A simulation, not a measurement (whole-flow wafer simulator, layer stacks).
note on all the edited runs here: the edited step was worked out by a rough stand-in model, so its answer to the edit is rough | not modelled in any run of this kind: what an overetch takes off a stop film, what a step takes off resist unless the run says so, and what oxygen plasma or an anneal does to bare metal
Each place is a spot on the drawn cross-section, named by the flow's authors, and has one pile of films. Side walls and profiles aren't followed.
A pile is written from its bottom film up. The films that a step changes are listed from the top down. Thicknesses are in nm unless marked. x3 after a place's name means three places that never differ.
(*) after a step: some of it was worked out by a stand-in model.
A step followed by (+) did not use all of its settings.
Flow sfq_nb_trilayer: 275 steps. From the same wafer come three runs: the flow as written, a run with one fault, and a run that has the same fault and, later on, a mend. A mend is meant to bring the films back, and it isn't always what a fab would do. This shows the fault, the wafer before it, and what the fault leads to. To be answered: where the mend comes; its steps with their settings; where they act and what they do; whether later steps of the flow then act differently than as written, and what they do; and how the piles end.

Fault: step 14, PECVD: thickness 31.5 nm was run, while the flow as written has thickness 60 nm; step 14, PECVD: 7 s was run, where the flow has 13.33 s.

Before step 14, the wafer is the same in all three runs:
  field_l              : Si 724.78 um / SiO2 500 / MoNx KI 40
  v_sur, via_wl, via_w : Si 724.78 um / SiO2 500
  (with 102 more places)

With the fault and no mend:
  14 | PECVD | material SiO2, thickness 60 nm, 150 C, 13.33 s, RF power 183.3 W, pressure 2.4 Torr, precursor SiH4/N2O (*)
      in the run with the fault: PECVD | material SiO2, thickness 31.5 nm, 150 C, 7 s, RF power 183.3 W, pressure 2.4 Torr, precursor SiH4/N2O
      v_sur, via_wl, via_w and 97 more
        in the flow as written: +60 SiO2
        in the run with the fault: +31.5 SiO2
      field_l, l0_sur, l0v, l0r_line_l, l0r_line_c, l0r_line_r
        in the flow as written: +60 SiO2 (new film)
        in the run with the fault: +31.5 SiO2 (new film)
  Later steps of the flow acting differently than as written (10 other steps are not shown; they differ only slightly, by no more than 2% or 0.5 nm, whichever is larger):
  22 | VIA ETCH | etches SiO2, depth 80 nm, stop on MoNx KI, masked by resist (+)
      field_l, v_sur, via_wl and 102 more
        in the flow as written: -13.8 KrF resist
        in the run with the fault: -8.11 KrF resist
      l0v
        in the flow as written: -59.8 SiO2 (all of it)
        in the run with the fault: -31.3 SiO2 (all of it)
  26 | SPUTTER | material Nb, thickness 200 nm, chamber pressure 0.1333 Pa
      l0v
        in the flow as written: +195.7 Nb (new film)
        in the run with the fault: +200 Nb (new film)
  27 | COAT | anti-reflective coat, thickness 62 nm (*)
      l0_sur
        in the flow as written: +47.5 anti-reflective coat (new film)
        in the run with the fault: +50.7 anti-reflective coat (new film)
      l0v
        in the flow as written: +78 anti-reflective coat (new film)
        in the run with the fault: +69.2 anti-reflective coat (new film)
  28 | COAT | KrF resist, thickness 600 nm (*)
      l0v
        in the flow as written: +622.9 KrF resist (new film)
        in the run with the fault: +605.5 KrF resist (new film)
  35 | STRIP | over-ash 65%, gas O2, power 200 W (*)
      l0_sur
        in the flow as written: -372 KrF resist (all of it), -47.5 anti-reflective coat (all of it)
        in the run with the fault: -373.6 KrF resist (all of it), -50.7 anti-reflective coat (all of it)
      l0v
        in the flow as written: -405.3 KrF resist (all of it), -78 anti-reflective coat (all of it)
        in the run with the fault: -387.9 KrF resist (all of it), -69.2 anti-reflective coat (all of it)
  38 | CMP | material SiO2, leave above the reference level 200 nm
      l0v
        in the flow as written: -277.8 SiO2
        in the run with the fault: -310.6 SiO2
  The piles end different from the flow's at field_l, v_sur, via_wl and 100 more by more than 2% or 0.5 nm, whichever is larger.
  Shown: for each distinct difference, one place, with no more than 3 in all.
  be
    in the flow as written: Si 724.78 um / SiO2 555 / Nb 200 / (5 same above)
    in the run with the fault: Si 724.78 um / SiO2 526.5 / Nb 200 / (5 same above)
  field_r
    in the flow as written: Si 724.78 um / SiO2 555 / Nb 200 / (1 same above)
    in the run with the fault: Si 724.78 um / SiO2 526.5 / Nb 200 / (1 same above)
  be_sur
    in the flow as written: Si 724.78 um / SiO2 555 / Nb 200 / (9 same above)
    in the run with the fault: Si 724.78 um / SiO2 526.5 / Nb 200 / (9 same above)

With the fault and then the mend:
  The mend stands after step 20.
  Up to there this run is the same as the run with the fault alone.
  20a | STRIP | over-ash 65%, gas O2, power 200 W (*)
      p4_fl x3, p4_w1 x9, p4_g1 x2 and 59 more
        -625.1 KrF resist (all of it), -62 anti-reflective coat (all of it)
      jj_sur, ce_l, c5j, ce_r, sp_r, be_r, r_sur
        -632 KrF resist (all of it), -63.7 anti-reflective coat (all of it)
      gap, res, r_end
        -632.1 KrF resist (all of it), -63.7 anti-reflective coat (all of it)
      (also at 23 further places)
  20b | PECVD | material SiO2, thickness 28.5 nm, 150 C, 6.333 s, RF power 183.3 W, pressure 2.4 Torr, precursor SiH4/N2O (the flow's step 14 again, with other settings)
      field_l, v_sur, via_wl and 103 more
        +28.5 SiO2
  20c | COAT | anti-reflective coat, thickness 62 nm (*) (the flow's step 15 again)
      p4_fl x3, p4_w1 x9, p4_g1 x2 and 59 more
        +62 anti-reflective coat (new film)
      be_sur, gap, jj_sur and 8 more
        +63.7 anti-reflective coat (new film)
      wire, be, moat, field_r, lsp_l
        +63.8 anti-reflective coat (new film)
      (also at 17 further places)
  20d | COAT | KrF resist, thickness 650 nm (*) (the flow's step 16 again)
      p4_fl x3, p4_w1 x9, p4_g1 x2 and 59 more
        +650 KrF resist (new film)
      jj_sur, ce_l, c5j, ce_r, sp_r, be_r, r_sur
        +656.9 KrF resist (new film)
      v_sur, via_wr
        +659.5 KrF resist (new film)
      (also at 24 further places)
  20e | SOFTBAKE | KrF resist (the flow's step 17 again)
      alters no film at any place that is followed
  20f | EXPOSE | photomask L0V, dose 12.41 mJ/cm2, NA 0.6, wavelength 248 nm (*) (the flow's step 18 again)
      alters no film at any place that is followed
  20g | PEB | KrF resist, 90 s (the flow's step 19 again)
      p4_fl x3, p4_w1 x9, p4_g1 x2 and 59 more
        -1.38 KrF resist
      via_v, wire, be and 15 more
        -1.39 KrF resist
      v_sur, via_w, via_wr, via_sp, lsp_m, ln_m6, lsp_r
        -1.4 KrF resist
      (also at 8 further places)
  20h | DEVELOP | KrF resist, thickness 650 nm, 60 s (the flow's step 20 again)
      field_l, v_sur, via_wl and 102 more
        -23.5 KrF resist
      l0v
        -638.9 KrF resist (all of it)
  Every later step of the flow that is run acts as written, at every place that is followed, to within 2% or 0.5 nm, whichever is larger.
  By the end, the piles equal the flow's at every place that both follow.
